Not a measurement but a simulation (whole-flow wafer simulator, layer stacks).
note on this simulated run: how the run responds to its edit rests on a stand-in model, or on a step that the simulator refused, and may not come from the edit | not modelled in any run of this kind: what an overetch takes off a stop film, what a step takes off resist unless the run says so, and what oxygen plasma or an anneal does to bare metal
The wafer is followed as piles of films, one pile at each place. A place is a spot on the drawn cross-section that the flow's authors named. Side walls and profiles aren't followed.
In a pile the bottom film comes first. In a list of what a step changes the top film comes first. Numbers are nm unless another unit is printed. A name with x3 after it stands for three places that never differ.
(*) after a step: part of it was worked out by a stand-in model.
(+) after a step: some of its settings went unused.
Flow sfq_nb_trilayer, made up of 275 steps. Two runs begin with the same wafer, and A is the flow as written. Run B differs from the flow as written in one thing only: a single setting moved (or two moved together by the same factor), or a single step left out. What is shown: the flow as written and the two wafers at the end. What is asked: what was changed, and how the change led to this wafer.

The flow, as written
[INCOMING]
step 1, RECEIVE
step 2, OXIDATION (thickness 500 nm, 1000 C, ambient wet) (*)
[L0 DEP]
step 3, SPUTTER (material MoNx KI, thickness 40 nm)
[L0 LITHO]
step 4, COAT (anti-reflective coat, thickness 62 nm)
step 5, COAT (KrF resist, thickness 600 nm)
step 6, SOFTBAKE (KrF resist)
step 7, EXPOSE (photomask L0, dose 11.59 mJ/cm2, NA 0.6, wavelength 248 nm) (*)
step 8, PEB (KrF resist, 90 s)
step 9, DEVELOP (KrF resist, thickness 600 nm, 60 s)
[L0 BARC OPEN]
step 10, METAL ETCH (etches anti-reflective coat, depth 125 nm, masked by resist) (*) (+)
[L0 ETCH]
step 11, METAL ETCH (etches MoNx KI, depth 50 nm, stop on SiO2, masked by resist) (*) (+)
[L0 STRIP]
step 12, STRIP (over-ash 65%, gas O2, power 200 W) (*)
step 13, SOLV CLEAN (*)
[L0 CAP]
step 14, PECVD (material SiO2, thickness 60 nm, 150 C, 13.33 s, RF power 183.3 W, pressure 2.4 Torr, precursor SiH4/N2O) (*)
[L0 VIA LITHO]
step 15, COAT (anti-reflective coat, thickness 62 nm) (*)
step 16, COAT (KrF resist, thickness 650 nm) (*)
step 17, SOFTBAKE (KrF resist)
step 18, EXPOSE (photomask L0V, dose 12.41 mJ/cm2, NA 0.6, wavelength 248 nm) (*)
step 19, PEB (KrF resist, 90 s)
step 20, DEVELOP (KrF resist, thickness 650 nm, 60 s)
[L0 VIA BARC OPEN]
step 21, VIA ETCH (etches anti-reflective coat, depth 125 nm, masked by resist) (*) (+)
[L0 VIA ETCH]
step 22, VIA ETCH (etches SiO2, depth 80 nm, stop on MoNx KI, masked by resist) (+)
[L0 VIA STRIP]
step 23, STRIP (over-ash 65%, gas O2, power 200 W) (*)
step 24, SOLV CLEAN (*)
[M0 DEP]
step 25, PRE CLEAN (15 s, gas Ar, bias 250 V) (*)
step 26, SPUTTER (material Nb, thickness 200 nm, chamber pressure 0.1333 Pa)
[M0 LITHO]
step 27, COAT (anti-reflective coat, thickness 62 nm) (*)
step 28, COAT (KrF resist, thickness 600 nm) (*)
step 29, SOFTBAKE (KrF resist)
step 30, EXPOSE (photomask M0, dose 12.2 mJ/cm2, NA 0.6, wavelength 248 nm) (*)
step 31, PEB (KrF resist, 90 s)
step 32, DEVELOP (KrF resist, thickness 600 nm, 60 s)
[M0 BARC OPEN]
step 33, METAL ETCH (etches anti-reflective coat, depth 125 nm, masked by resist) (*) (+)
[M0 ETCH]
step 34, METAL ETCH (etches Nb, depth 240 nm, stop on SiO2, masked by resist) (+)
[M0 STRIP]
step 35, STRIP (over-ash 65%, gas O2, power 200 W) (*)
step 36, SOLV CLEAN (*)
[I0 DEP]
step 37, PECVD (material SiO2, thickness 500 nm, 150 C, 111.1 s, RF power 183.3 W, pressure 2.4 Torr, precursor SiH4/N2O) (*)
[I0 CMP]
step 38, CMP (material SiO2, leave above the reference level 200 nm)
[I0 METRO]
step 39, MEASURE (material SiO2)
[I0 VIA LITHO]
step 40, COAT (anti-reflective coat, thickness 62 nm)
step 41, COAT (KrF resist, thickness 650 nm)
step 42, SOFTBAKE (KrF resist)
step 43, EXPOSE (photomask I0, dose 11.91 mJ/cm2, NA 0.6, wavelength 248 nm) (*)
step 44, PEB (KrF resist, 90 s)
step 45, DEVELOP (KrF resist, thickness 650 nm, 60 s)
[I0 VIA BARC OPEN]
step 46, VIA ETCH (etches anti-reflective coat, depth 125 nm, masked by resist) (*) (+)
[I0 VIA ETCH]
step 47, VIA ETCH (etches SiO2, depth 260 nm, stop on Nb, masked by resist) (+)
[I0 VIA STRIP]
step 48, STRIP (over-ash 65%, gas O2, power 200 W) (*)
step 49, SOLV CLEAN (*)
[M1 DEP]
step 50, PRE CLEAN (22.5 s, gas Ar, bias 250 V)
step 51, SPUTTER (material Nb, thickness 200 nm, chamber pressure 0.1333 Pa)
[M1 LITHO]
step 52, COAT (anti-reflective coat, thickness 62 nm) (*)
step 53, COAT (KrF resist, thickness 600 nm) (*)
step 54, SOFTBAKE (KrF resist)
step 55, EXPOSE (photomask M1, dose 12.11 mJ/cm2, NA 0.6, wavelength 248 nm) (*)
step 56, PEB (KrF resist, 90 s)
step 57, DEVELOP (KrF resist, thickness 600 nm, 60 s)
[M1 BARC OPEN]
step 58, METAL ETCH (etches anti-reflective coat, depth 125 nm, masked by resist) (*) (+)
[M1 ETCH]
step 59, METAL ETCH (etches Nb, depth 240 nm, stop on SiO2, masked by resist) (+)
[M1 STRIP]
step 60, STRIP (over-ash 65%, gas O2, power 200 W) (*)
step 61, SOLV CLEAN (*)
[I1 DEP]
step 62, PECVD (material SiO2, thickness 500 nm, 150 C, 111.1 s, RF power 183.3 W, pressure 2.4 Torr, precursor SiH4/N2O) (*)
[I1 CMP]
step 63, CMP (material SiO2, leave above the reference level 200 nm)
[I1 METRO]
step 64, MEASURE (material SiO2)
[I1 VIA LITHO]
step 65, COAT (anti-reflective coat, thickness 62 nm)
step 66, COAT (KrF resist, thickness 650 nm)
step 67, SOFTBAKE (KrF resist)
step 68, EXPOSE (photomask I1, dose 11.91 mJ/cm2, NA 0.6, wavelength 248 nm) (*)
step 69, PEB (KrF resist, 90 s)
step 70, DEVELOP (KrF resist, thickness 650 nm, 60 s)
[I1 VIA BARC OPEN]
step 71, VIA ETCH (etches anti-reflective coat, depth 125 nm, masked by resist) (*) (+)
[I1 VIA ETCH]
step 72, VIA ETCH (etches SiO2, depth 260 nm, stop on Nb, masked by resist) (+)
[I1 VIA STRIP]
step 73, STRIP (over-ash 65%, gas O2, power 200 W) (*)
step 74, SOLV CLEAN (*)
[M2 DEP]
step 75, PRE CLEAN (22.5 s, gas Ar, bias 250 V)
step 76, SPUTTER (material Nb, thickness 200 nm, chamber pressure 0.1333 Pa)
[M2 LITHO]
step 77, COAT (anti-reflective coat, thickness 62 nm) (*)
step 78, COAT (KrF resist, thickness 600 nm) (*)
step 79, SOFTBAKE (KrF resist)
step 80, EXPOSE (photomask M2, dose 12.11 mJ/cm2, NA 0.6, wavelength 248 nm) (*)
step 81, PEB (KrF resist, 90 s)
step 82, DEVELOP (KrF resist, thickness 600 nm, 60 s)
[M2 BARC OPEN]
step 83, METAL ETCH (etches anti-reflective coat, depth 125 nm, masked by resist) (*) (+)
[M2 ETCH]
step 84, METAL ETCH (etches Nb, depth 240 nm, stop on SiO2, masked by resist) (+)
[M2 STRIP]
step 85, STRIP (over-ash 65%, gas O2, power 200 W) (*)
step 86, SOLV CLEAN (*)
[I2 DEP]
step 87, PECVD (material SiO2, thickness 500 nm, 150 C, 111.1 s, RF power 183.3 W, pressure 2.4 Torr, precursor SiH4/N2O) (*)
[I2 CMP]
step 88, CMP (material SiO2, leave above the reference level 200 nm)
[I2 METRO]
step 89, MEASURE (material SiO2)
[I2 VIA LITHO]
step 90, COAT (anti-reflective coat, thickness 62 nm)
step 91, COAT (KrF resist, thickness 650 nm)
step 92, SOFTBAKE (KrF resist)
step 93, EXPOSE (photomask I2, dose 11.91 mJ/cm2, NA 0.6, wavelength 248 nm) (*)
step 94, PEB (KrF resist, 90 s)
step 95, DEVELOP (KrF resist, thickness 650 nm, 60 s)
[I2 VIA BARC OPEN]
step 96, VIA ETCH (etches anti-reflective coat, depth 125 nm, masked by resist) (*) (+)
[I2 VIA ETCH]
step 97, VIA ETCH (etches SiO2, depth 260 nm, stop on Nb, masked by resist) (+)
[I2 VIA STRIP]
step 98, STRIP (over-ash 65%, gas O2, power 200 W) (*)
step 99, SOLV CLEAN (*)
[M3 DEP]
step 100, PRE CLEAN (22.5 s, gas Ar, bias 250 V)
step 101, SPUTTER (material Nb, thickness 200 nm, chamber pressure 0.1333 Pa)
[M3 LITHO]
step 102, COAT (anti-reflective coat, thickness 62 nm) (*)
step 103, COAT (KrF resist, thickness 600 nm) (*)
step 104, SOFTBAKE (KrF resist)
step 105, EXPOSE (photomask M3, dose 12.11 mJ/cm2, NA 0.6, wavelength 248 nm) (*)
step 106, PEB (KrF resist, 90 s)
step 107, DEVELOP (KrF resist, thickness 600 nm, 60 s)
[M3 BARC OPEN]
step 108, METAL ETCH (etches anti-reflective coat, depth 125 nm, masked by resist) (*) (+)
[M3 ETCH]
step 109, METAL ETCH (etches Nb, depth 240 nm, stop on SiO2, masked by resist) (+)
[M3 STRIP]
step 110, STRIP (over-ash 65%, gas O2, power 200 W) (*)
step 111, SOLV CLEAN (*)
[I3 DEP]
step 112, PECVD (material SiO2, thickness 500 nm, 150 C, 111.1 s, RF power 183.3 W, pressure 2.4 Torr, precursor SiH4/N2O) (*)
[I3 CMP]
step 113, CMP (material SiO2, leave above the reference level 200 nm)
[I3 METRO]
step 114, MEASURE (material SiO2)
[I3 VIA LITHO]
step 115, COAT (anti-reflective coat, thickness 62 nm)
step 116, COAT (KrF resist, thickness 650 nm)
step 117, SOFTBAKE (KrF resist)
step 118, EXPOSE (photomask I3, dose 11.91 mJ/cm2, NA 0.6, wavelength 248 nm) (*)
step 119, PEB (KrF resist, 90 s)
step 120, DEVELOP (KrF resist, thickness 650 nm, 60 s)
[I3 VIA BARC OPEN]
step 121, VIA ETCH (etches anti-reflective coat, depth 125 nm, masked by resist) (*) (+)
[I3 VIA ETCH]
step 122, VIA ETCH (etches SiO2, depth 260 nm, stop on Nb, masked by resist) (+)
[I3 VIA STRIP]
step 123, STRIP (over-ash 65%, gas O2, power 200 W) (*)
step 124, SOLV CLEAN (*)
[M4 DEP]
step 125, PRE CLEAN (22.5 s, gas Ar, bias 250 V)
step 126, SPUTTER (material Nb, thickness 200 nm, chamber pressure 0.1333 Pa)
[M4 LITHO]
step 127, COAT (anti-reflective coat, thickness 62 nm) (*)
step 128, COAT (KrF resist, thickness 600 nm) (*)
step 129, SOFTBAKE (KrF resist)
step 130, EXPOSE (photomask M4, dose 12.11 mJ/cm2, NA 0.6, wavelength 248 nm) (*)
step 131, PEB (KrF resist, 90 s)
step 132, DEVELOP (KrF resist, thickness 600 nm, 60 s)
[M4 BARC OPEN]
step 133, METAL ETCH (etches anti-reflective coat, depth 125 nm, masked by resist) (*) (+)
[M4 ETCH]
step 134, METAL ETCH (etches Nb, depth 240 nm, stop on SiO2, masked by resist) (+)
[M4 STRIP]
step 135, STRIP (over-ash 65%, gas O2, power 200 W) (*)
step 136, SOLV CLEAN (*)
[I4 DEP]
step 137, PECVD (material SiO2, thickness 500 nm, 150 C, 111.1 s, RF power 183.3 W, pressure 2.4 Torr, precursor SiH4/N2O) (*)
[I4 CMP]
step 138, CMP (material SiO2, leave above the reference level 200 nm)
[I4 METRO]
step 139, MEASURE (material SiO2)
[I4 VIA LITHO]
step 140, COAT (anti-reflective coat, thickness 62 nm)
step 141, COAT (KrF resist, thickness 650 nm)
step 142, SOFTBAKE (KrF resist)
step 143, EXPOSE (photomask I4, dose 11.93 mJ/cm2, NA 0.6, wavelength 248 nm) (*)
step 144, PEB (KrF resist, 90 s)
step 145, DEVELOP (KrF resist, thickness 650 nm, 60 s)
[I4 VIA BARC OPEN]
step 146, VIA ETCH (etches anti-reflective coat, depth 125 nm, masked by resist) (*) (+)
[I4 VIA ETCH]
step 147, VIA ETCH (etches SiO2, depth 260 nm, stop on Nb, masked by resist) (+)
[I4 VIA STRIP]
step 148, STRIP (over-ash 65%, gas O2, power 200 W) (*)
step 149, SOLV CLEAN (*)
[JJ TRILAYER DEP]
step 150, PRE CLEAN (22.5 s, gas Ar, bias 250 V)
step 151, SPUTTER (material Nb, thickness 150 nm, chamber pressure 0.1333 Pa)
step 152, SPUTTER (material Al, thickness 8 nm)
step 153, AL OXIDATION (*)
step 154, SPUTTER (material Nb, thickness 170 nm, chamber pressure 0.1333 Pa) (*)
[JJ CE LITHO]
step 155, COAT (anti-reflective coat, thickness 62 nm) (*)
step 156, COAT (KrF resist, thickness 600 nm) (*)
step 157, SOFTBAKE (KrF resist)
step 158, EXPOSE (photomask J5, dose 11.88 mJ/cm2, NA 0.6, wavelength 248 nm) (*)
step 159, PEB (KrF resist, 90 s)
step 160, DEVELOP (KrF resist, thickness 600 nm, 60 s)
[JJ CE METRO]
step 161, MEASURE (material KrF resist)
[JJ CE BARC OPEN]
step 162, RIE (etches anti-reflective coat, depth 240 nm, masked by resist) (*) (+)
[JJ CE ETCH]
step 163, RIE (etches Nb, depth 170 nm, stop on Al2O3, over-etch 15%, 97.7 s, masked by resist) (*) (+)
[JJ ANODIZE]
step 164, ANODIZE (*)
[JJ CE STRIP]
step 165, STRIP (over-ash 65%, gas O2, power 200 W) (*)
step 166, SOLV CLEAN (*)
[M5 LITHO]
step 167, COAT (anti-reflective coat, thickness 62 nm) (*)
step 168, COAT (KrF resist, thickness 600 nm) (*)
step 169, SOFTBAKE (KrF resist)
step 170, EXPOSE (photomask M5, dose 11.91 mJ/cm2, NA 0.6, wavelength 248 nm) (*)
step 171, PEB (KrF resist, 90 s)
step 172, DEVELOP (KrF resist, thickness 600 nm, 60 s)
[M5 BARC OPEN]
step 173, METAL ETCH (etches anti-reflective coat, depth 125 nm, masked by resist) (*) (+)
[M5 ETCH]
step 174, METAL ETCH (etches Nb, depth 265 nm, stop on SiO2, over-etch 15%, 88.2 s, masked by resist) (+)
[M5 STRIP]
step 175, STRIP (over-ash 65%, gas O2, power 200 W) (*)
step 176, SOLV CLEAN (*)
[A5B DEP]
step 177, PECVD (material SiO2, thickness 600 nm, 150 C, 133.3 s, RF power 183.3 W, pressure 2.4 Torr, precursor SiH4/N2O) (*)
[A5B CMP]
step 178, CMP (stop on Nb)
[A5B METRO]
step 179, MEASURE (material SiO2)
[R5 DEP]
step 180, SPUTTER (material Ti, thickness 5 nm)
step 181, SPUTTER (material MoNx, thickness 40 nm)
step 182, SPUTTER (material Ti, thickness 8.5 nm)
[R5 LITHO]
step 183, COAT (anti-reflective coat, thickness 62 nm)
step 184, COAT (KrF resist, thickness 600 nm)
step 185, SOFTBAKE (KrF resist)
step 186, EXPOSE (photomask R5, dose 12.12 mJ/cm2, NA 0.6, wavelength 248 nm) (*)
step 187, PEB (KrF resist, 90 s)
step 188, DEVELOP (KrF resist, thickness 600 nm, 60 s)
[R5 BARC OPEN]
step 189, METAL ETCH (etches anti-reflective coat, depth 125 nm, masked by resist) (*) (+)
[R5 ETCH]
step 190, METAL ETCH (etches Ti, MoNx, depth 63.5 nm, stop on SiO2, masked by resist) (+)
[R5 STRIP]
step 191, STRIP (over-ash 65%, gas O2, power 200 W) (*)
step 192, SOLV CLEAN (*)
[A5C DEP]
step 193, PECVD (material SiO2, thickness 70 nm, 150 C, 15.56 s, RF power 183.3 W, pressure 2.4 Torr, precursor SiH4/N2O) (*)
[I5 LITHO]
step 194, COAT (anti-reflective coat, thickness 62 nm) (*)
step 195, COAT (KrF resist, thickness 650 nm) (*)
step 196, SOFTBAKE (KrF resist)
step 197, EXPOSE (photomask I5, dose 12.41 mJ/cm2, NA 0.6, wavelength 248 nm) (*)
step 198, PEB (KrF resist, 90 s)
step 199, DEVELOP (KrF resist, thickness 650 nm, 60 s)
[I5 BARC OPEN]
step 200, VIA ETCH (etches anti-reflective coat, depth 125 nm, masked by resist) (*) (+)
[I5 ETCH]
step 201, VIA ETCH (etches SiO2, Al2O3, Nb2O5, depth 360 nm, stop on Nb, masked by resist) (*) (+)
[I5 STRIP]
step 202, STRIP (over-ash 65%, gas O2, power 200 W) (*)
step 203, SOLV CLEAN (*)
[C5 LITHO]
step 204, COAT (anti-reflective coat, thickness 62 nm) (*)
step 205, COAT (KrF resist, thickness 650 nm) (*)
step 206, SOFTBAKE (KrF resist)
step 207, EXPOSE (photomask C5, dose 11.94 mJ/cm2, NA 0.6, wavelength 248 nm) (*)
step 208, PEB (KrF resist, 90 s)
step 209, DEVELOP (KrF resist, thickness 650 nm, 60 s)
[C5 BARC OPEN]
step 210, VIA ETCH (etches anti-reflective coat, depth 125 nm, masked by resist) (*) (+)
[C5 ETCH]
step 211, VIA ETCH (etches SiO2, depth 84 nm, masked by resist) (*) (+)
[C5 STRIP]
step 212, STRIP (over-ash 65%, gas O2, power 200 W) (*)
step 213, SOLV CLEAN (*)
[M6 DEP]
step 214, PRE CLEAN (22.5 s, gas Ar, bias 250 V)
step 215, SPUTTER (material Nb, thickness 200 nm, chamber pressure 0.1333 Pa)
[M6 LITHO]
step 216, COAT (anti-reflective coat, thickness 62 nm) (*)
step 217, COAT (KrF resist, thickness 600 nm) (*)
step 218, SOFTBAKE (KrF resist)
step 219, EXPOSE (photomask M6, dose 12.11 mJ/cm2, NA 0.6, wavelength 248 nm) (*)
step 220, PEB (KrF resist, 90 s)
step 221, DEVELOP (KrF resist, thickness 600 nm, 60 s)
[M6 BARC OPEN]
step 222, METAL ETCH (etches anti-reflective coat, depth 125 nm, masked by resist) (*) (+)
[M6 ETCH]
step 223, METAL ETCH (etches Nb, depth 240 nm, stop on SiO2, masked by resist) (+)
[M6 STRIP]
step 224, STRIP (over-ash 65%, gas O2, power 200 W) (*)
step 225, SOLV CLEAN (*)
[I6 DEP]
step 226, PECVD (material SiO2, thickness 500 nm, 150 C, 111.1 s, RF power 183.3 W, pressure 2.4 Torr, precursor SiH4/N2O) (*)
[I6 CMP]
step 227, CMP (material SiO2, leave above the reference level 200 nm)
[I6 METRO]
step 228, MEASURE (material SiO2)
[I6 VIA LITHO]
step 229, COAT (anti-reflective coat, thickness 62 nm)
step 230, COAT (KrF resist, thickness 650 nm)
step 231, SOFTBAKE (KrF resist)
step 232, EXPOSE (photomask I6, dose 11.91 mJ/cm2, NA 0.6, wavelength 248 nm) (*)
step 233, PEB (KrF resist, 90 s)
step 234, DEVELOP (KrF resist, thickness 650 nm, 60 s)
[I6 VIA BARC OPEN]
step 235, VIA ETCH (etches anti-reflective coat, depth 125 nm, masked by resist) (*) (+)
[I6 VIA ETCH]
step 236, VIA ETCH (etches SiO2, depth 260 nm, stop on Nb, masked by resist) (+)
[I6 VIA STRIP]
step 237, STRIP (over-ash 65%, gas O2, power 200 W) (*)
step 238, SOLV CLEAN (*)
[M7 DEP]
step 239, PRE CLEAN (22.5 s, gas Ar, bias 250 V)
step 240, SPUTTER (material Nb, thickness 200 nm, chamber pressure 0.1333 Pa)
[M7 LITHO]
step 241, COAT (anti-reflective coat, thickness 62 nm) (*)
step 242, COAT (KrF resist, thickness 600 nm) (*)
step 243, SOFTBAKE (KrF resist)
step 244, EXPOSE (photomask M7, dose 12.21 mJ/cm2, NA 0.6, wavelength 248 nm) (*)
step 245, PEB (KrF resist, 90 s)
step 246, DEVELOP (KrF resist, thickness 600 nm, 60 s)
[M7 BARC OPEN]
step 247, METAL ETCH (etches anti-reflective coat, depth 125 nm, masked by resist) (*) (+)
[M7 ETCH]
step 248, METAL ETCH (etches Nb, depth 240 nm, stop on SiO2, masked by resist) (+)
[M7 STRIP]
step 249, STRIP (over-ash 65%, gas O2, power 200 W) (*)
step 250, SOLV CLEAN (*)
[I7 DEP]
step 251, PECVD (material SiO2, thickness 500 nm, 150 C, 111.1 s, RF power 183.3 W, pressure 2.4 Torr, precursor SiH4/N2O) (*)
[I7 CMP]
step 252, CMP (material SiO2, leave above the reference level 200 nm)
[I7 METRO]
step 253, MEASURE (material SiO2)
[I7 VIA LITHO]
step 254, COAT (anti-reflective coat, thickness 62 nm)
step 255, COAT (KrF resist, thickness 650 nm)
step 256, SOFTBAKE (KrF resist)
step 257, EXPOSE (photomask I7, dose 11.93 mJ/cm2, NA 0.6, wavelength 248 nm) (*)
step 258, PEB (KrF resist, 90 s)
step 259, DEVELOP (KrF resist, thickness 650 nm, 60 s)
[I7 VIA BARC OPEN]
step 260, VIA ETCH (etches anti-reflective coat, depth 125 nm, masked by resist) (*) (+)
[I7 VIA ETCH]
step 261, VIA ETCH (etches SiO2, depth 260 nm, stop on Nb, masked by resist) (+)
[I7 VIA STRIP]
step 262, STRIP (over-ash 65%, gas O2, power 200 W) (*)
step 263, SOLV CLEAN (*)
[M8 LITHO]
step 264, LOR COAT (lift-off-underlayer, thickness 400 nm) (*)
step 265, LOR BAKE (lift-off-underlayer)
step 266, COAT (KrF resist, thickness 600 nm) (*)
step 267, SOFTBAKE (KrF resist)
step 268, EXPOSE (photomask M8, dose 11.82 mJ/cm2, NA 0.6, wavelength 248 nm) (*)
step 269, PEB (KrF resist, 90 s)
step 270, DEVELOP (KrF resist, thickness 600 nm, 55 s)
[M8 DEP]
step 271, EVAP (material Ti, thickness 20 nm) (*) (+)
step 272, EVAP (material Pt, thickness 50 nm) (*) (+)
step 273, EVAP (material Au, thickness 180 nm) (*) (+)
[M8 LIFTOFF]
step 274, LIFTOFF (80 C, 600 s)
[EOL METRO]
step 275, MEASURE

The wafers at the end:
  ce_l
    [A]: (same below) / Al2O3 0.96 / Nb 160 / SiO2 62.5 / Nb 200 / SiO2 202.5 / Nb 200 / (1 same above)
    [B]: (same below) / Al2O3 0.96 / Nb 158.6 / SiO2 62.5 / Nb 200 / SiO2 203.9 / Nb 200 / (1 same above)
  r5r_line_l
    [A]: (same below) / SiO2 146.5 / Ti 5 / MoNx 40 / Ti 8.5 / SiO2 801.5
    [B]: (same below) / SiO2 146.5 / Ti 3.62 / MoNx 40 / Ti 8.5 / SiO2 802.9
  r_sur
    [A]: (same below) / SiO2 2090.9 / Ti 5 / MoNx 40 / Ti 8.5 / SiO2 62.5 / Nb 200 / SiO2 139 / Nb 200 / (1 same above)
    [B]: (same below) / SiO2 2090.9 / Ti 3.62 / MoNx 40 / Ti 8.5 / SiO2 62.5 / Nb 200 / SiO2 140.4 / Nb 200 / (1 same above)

What caused this: step 180, SPUTTER: thickness 3.62 nm was run, whereas the flow has thickness 5 nm.
One can read it off the wafer: r5r_line_l has Ti 3.62, and step 180 as written asks for 5 nm.

The path from the change to this, step by step:
  step 180, SPUTTER (material Ti, thickness 5 nm)
      field_l, v_sur, via_wl and 103 more: A +5 Ti (new film) | B +3.62 Ti (new film)
  step 190, METAL ETCH (etches Ti, MoNx, depth 63.5 nm, stop on SiO2, masked by resist) (+)
      field_l, v_sur, via_wl and 92 more: A -8.5 Ti (all of it), -40 MoNx (all of it), -5 Ti (all of it) | B -8.5 Ti (all of it), -40 MoNx (all of it), -3.62 Ti (all of it)
      ce_l, c5j, ce_r, wl_jj: A -8.5 Ti (all of it), -40 MoNx (all of it), -5 Ti (all of it), -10 Nb | B -8.5 Ti (all of it), -40 MoNx (all of it), -3.62 Ti (all of it), -11.4 Nb
